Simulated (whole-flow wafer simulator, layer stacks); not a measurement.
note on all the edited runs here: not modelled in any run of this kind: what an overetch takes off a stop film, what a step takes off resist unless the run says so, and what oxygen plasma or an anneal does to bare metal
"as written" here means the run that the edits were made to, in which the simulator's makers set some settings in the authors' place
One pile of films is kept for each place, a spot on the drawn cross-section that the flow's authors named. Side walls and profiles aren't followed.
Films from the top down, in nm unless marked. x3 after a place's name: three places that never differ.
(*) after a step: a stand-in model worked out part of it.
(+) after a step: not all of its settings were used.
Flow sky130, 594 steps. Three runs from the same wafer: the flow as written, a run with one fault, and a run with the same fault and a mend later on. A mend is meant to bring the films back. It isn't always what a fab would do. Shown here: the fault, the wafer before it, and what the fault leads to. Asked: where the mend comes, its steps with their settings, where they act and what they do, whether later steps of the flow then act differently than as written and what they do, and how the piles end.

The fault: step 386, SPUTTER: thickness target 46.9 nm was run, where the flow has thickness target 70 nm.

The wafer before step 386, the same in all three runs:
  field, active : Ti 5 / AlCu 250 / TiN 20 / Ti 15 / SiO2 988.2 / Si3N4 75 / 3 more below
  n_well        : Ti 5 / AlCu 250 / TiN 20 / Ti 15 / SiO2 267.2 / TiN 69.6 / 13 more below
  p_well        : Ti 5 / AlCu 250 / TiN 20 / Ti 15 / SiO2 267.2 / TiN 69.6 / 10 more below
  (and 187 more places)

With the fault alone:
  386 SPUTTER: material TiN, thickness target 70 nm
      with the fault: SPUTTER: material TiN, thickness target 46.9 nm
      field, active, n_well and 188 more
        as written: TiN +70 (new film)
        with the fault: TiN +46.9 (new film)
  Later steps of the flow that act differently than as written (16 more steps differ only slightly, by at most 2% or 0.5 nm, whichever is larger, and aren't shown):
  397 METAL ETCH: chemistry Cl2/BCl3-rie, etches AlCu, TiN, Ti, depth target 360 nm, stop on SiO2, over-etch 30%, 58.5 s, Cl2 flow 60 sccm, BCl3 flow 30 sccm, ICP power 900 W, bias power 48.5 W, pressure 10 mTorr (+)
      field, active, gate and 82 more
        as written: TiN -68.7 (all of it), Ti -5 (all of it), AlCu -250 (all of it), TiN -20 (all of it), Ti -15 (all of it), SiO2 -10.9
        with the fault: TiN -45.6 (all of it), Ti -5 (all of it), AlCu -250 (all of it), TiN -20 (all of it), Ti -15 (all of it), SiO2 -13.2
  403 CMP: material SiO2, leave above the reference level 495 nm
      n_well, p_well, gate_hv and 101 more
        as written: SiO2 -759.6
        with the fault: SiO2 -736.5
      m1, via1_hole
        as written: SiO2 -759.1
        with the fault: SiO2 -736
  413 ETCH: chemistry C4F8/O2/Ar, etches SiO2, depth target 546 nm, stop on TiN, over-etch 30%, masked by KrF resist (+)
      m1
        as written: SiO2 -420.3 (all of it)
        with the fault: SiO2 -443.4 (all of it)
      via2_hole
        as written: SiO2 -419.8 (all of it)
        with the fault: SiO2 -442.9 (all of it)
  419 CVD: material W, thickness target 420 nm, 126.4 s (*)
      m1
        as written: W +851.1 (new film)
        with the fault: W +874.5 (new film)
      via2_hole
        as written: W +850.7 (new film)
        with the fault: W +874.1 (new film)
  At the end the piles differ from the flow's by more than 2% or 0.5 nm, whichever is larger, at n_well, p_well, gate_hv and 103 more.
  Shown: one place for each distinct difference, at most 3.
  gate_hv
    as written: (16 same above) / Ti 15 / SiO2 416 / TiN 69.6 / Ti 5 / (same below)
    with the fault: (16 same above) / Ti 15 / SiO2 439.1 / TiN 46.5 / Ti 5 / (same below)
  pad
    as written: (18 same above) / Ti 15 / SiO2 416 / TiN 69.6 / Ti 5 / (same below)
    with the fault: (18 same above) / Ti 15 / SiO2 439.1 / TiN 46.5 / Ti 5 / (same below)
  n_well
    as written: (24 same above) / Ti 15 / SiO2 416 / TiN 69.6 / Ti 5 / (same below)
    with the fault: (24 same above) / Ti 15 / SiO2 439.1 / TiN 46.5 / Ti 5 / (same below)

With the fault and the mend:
  The mend comes after step 386.
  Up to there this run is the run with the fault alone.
  386a SPUTTER: material TiN, thickness target 23.1 nm (the flow's step 386 once more, with other settings)
      field, active, n_well and 188 more
        TiN +23.1
  No later step of the flow acts differently than as written at any place that is followed.
  At the end the piles are the same as the flow's at every place that both follow.
